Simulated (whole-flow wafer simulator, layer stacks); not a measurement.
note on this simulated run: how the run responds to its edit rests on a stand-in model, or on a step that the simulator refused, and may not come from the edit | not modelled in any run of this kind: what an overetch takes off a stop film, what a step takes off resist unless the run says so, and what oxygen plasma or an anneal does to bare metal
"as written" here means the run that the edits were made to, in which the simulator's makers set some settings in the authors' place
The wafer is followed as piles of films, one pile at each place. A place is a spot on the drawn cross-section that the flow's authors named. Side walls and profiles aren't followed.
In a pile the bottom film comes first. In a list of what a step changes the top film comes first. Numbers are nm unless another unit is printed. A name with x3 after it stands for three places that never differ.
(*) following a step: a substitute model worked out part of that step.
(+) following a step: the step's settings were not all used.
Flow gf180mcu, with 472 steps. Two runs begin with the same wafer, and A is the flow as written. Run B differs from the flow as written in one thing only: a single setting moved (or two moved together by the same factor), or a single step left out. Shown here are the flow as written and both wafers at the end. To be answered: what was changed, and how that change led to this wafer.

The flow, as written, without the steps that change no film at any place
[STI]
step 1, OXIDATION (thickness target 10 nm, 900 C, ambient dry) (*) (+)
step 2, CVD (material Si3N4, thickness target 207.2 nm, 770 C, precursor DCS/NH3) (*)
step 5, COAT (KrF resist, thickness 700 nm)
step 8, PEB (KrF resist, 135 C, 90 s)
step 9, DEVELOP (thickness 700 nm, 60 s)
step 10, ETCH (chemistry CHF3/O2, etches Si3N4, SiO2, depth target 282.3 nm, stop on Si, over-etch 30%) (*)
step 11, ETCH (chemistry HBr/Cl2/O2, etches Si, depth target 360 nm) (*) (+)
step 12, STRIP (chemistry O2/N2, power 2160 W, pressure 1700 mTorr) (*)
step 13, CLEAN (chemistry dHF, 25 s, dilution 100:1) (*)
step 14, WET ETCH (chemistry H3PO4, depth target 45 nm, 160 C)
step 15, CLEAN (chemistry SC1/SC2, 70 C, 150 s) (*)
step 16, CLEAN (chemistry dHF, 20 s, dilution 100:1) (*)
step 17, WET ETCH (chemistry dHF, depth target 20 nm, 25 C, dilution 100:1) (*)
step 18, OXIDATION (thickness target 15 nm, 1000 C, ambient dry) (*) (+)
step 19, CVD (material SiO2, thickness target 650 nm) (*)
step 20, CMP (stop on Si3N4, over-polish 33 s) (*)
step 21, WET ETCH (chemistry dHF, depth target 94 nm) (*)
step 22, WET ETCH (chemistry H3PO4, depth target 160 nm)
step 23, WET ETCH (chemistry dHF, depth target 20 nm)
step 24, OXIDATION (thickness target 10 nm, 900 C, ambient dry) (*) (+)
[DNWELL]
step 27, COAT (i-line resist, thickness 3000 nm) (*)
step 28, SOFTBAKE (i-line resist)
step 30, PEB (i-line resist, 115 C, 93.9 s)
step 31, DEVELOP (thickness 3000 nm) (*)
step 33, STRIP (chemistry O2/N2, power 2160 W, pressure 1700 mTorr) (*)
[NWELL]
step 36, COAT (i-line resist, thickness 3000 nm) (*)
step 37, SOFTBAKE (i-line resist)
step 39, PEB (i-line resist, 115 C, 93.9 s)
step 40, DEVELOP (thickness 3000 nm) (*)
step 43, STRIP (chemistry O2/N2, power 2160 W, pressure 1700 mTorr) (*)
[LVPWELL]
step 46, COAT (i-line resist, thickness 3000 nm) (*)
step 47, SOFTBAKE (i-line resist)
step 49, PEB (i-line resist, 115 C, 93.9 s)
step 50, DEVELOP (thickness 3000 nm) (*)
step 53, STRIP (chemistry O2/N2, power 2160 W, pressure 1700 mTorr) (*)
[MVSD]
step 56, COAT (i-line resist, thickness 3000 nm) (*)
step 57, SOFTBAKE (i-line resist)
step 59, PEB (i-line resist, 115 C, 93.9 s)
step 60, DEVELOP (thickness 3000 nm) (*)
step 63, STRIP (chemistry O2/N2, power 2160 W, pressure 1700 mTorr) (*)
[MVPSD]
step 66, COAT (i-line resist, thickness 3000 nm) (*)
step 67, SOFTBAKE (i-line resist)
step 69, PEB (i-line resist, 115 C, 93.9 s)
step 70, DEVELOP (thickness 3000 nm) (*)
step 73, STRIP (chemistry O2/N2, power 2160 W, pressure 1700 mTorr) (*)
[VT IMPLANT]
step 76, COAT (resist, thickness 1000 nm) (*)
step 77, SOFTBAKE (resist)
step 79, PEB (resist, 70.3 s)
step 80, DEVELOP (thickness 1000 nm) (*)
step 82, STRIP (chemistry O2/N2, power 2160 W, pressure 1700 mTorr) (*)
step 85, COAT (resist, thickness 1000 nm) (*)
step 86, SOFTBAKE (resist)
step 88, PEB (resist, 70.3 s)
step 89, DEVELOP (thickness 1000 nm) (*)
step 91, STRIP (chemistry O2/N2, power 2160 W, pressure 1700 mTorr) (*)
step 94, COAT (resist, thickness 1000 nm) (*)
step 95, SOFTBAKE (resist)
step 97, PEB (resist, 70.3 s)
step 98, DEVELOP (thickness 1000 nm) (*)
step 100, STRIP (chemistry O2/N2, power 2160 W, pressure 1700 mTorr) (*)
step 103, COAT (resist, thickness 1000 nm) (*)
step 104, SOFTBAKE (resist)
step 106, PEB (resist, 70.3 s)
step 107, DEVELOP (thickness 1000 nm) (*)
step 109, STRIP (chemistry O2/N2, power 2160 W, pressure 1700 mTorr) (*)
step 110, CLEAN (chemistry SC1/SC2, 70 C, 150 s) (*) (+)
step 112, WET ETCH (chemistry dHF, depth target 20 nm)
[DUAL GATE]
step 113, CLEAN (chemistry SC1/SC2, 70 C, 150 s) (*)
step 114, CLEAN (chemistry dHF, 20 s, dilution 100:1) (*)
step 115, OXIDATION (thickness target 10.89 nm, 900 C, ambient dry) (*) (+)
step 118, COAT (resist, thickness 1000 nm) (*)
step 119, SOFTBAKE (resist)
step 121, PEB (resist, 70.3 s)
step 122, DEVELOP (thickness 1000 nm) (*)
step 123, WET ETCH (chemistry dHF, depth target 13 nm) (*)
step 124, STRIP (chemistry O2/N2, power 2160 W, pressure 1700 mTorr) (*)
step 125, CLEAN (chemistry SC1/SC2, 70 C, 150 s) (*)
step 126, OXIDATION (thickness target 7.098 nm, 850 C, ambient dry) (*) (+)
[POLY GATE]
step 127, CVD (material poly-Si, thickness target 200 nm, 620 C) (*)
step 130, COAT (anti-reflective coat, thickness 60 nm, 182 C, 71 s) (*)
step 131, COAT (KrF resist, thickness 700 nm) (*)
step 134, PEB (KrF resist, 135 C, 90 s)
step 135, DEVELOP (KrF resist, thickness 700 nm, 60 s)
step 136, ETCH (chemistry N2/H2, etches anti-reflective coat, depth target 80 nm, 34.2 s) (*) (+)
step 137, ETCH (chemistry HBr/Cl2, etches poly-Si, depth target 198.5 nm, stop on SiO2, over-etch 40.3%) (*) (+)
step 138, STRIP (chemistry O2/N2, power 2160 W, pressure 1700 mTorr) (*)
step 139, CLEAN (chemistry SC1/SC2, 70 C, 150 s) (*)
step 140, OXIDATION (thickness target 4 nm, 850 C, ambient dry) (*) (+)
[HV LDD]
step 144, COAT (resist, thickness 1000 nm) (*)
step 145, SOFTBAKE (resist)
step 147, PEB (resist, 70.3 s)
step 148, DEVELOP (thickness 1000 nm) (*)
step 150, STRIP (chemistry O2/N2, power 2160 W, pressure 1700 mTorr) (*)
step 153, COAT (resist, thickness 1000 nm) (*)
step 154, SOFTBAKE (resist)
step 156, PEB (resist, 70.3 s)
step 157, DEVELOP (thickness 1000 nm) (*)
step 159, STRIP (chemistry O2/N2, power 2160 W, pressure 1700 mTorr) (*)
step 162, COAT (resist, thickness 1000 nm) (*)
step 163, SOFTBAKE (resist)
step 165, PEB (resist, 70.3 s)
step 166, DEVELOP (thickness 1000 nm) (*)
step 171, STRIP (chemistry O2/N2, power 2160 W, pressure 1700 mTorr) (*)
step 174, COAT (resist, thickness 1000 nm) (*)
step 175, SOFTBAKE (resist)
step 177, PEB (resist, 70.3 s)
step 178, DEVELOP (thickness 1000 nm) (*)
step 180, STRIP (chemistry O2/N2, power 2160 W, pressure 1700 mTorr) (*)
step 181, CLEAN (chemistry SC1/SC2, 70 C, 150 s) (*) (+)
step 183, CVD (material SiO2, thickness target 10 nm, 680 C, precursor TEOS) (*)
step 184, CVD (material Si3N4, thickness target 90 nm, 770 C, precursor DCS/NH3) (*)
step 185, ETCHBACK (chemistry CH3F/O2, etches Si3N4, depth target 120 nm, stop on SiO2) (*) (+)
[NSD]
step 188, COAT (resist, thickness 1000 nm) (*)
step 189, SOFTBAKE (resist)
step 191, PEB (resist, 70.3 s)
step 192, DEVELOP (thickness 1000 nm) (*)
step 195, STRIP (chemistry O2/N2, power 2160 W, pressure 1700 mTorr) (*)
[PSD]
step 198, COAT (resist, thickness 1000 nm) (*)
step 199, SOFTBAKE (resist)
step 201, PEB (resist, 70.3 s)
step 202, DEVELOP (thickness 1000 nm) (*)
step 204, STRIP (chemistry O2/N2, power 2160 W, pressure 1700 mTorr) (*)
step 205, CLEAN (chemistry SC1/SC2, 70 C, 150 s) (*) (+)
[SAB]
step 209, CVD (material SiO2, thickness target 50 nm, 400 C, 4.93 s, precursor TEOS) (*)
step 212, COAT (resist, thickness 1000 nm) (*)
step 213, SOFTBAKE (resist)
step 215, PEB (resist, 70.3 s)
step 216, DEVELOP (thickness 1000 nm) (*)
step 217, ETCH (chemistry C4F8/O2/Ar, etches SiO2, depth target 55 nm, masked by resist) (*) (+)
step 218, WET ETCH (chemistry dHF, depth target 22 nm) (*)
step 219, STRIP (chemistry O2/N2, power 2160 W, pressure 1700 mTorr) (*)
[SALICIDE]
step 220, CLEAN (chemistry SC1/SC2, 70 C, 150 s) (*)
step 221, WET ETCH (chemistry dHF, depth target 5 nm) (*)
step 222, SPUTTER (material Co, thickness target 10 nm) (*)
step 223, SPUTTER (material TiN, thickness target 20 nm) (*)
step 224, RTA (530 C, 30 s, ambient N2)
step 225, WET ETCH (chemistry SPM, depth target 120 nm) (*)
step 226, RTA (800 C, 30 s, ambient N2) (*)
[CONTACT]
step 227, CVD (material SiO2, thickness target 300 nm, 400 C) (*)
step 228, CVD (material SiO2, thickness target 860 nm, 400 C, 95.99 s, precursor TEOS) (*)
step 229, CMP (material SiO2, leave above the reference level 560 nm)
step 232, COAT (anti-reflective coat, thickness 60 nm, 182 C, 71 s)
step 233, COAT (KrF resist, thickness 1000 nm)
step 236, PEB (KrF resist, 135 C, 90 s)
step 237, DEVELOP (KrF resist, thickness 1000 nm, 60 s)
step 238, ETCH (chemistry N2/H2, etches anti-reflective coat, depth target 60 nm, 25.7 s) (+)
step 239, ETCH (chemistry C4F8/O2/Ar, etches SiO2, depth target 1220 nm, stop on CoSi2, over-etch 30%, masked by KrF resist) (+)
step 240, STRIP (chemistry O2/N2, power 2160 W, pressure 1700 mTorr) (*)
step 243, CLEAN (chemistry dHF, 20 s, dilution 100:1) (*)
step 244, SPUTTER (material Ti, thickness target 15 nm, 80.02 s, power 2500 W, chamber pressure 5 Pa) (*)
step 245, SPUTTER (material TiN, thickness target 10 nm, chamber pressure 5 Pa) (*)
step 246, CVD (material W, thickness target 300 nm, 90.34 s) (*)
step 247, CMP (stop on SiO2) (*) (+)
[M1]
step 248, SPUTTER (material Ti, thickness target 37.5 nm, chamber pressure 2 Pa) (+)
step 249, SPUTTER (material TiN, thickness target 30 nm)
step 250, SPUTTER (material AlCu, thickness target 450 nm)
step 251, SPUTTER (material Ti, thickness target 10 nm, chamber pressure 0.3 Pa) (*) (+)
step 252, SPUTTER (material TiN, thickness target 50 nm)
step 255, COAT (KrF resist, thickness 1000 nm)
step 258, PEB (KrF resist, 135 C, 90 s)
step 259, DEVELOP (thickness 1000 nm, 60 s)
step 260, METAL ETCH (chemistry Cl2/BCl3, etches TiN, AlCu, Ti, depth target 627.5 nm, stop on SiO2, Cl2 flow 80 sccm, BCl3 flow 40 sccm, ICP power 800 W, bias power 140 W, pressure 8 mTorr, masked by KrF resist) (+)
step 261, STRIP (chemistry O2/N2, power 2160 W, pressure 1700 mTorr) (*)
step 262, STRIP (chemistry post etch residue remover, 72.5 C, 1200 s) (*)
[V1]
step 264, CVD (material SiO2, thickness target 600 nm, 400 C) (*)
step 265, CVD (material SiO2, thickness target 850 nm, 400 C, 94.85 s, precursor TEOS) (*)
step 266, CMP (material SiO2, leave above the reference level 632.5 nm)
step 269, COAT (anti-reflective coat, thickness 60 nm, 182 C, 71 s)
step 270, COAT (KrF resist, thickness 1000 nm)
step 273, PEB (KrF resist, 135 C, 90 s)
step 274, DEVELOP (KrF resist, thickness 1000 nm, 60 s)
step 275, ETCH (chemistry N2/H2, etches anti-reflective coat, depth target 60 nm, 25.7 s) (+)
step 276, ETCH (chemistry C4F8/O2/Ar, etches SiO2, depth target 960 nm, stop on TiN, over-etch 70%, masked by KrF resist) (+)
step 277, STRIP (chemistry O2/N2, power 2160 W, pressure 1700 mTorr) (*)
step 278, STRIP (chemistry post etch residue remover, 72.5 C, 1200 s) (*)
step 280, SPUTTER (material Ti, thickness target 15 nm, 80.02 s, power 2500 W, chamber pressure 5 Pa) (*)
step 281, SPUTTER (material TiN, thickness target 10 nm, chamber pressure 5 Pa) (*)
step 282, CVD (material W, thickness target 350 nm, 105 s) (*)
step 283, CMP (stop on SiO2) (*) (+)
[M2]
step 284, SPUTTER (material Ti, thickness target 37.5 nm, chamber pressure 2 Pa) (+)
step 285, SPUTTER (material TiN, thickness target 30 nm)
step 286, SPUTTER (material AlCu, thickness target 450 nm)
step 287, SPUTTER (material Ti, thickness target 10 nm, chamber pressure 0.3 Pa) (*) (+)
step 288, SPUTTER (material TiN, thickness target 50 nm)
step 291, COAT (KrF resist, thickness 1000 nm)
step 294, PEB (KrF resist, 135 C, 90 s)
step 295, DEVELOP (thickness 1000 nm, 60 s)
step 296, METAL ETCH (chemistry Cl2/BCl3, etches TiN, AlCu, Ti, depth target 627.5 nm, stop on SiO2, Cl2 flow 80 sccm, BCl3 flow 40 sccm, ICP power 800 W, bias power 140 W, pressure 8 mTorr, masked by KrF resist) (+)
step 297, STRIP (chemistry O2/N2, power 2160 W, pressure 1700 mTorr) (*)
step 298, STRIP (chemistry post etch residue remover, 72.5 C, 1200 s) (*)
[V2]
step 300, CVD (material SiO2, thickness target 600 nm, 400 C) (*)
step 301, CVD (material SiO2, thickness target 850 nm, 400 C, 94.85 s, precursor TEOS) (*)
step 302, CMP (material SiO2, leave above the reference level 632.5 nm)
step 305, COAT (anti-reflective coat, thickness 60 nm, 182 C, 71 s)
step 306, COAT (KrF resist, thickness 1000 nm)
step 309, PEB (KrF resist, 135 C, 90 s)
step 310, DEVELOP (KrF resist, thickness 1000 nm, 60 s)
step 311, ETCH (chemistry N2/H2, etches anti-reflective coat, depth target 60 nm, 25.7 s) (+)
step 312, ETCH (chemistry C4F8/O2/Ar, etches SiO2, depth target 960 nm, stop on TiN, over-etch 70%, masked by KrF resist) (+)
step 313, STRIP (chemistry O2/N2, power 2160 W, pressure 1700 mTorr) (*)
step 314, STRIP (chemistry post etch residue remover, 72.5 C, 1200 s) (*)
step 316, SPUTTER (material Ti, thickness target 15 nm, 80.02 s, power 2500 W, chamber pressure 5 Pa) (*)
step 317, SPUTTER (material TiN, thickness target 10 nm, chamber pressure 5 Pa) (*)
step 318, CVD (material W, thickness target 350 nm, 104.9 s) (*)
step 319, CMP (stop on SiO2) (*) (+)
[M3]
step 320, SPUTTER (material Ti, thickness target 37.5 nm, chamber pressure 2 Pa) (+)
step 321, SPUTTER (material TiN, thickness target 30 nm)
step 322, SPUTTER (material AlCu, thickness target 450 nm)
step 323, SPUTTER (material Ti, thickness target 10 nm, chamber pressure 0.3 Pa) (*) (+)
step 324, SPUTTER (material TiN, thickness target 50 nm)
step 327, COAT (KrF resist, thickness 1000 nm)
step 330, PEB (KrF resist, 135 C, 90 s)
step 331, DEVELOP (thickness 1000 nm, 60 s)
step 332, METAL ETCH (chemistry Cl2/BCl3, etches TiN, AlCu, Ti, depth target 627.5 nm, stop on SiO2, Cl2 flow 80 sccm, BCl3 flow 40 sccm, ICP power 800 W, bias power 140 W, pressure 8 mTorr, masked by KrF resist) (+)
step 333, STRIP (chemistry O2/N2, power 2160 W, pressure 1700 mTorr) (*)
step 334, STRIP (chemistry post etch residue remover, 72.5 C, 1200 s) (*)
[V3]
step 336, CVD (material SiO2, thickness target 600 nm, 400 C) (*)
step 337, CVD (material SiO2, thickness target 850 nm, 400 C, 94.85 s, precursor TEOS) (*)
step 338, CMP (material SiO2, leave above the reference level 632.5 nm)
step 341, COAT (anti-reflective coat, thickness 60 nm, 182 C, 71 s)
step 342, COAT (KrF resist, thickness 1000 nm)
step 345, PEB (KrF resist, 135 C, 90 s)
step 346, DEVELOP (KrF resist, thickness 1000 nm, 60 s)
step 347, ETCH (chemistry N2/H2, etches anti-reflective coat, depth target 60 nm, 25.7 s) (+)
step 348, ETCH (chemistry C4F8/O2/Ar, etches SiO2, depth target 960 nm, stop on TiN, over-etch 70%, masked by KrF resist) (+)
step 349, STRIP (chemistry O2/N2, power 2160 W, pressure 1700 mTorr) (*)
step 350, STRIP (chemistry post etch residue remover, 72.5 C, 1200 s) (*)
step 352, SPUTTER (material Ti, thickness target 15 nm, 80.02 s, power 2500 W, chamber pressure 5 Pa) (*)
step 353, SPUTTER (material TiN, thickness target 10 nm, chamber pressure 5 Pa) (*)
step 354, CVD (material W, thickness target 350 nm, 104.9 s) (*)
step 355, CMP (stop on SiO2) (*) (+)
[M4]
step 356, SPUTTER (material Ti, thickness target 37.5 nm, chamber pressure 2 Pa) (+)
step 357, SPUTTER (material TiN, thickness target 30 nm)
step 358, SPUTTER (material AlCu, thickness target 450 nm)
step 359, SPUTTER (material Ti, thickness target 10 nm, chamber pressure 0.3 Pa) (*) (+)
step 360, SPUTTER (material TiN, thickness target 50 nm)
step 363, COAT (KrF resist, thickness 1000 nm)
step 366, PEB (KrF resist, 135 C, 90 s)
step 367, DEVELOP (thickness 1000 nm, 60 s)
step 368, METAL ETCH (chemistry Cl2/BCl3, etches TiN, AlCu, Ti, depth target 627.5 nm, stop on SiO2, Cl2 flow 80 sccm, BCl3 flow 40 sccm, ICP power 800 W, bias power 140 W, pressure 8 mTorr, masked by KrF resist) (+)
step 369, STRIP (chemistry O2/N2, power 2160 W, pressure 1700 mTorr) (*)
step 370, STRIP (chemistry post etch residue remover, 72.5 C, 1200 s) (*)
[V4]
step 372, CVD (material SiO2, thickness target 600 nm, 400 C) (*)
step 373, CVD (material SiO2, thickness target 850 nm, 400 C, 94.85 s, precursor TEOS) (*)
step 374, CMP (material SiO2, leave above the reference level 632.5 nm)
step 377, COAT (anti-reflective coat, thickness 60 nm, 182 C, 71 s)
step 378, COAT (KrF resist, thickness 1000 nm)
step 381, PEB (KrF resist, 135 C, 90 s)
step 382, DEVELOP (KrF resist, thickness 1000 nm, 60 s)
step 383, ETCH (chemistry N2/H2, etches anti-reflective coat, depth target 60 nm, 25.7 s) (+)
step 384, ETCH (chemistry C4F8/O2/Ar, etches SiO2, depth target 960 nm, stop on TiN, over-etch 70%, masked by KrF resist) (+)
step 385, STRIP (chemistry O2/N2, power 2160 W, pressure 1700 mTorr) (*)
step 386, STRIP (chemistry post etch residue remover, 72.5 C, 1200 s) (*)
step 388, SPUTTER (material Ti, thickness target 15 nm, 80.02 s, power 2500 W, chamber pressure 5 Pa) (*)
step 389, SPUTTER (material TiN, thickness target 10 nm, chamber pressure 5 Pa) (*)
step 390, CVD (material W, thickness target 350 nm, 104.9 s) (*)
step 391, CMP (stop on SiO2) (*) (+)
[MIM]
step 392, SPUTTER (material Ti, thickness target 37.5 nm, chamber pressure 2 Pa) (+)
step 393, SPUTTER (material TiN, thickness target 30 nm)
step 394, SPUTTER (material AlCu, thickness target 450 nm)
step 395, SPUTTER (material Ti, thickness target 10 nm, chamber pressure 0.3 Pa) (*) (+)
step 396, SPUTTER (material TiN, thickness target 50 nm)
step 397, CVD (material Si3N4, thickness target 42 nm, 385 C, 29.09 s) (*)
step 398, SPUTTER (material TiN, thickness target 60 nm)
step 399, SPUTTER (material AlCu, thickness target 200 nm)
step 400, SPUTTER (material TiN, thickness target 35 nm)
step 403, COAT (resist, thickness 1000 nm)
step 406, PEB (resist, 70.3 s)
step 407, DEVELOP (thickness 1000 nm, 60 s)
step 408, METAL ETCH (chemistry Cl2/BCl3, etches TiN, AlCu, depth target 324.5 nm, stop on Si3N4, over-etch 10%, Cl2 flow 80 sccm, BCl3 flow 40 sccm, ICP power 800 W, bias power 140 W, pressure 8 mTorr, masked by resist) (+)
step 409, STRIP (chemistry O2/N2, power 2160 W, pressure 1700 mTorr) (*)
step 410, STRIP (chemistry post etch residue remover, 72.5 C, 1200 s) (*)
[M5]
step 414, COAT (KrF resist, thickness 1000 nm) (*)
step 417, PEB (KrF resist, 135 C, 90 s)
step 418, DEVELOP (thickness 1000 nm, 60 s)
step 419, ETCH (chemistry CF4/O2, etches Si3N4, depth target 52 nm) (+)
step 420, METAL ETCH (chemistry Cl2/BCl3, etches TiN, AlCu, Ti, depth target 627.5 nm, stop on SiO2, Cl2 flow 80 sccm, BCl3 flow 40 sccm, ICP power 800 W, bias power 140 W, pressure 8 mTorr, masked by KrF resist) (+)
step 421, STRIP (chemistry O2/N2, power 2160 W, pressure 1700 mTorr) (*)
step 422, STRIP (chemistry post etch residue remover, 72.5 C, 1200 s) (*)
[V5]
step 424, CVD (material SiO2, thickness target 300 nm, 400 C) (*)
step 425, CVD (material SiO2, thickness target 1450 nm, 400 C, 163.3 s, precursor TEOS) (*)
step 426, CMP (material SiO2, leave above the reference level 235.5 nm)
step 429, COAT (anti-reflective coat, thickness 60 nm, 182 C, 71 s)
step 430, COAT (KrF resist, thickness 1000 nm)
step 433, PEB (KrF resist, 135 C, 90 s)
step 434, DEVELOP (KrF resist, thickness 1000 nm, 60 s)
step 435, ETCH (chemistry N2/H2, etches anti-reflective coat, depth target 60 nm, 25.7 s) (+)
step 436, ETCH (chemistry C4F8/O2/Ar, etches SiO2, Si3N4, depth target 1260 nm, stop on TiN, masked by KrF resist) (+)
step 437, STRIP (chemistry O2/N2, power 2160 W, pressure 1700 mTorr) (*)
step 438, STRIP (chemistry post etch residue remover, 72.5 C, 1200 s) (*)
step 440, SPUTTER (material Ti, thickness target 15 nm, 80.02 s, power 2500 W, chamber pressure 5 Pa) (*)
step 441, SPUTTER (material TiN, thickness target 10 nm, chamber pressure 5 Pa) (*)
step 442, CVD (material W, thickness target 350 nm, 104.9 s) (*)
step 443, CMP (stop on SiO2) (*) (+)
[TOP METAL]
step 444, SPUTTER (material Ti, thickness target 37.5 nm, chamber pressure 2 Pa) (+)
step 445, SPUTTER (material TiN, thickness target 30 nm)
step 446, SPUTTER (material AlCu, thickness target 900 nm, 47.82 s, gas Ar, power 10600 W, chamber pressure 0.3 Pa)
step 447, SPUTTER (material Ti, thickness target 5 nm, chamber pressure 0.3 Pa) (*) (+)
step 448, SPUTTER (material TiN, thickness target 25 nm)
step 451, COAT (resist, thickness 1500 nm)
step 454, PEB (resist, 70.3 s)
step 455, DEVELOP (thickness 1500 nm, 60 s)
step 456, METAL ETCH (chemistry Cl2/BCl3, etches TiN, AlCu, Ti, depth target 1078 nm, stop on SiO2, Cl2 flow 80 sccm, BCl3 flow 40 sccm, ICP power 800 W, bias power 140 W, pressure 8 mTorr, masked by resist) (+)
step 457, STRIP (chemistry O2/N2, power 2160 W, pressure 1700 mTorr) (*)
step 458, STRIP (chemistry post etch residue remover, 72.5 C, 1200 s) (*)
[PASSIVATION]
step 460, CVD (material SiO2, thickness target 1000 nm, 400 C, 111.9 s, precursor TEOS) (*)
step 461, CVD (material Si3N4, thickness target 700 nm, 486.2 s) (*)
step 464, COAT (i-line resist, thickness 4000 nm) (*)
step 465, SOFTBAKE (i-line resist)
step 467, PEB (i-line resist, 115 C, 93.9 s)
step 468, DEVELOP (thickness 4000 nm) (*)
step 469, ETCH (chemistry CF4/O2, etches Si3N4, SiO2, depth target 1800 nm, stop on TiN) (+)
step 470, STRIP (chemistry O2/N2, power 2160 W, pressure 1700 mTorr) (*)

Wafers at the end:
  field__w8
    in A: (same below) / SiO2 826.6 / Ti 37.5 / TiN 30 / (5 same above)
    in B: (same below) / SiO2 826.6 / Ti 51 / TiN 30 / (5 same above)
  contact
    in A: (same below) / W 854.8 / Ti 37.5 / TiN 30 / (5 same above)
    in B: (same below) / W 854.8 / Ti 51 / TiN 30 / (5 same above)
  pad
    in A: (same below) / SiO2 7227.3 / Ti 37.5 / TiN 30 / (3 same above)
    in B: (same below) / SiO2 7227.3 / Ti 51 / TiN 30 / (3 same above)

The reason: step 444, SPUTTER: thickness target 51 nm was run, whereas the flow has thickness target 37.5 nm.
The wafer itself shows it: field__w8 has Ti 51, and step 444 as written asks for 37.5 nm.

Step by step, how the change led to this:
  step 444, SPUTTER (material Ti, thickness target 37.5 nm, chamber pressure 2 Pa) (+)
      field, field__w1, field__w2 and 109 more: A +37.5 Ti (new film) | B +51 Ti (new film)
  step 456, METAL ETCH (chemistry Cl2/BCl3, etches TiN, AlCu, Ti, depth target 1078 nm, stop on SiO2, Cl2 flow 80 sccm, BCl3 flow 40 sccm, ICP power 800 W, bias power 140 W, pressure 8 mTorr, masked by resist) (+)
      field, field__w1, field__w2 and 103 more: A -25 TiN (all of it), -5 Ti (all of it), -900 AlCu (all of it), -30 TiN (all of it), -37.5 Ti (all of it) | B -25 TiN (all of it), -5 Ti (all of it), -900 AlCu (all of it), -30 TiN (all of it), -51 Ti (all of it)
  step 465, SOFTBAKE (i-line resist)
      gate: A +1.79 i-line resist | B -0.24 i-line resist
      ld_acc_p, ld_fp_p, ld_drift_p: A +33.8 i-line resist | B +27.5 i-line resist
      (as well as at 57 more places)
